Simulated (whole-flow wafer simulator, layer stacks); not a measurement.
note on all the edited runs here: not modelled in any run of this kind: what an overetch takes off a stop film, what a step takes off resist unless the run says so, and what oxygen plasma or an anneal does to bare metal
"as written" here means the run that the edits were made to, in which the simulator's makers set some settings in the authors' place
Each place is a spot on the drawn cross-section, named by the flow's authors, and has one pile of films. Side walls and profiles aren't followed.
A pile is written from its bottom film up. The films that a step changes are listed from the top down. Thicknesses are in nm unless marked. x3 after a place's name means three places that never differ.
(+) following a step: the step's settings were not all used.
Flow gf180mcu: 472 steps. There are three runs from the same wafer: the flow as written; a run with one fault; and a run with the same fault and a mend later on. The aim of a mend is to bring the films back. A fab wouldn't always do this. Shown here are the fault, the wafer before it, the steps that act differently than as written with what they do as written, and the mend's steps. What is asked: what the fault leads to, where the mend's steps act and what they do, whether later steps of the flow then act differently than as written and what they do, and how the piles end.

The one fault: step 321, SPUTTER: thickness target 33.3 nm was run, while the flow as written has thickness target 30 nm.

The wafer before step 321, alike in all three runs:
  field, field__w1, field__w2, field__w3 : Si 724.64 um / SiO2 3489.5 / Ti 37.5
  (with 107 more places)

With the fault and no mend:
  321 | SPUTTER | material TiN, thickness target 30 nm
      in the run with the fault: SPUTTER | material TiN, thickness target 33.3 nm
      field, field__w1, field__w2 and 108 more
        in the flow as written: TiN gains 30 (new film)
        in the run with the fault: TiN gains 33.3 (new film)
  Steps later in the flow that act otherwise than as written (1 more step, not shown, differs only slightly: by at most 2% or 0.5 nm, whichever is larger):
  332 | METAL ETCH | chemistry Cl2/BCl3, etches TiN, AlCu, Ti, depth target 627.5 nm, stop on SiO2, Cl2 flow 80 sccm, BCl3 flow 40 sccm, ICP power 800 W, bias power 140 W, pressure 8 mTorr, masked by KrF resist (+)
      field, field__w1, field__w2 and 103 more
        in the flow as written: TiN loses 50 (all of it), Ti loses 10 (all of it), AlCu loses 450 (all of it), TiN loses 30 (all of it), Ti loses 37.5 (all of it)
        in the run with the fault: TiN loses 50 (all of it), Ti loses 10 (all of it), AlCu loses 450 (all of it), TiN loses 33.3 (all of it), Ti loses 37.5 (all of it)
  By the end, the piles at field__w8, contact, m1, m1__w1, m1_nw depart from the flow's by more than 2% or 0.5 nm, whichever is larger.
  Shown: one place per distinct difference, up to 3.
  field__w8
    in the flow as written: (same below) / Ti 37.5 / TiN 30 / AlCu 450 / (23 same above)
    in the run with the fault: (same below) / Ti 37.5 / TiN 33.3 / AlCu 450 / (23 same above)
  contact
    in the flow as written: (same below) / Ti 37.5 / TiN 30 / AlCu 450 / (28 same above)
    in the run with the fault: (same below) / Ti 37.5 / TiN 33.3 / AlCu 450 / (28 same above)

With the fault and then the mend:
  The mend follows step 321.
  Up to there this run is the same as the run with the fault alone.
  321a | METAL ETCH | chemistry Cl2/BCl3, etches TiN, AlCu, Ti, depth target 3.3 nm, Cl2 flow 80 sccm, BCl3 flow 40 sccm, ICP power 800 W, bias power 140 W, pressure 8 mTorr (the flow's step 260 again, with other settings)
      field, field__w1, field__w2 and 108 more
        TiN loses 3.3
  Later steps of the flow that are run all act as written at every place that is followed.
  By the end, the piles equal the flow's at every place that both follow.
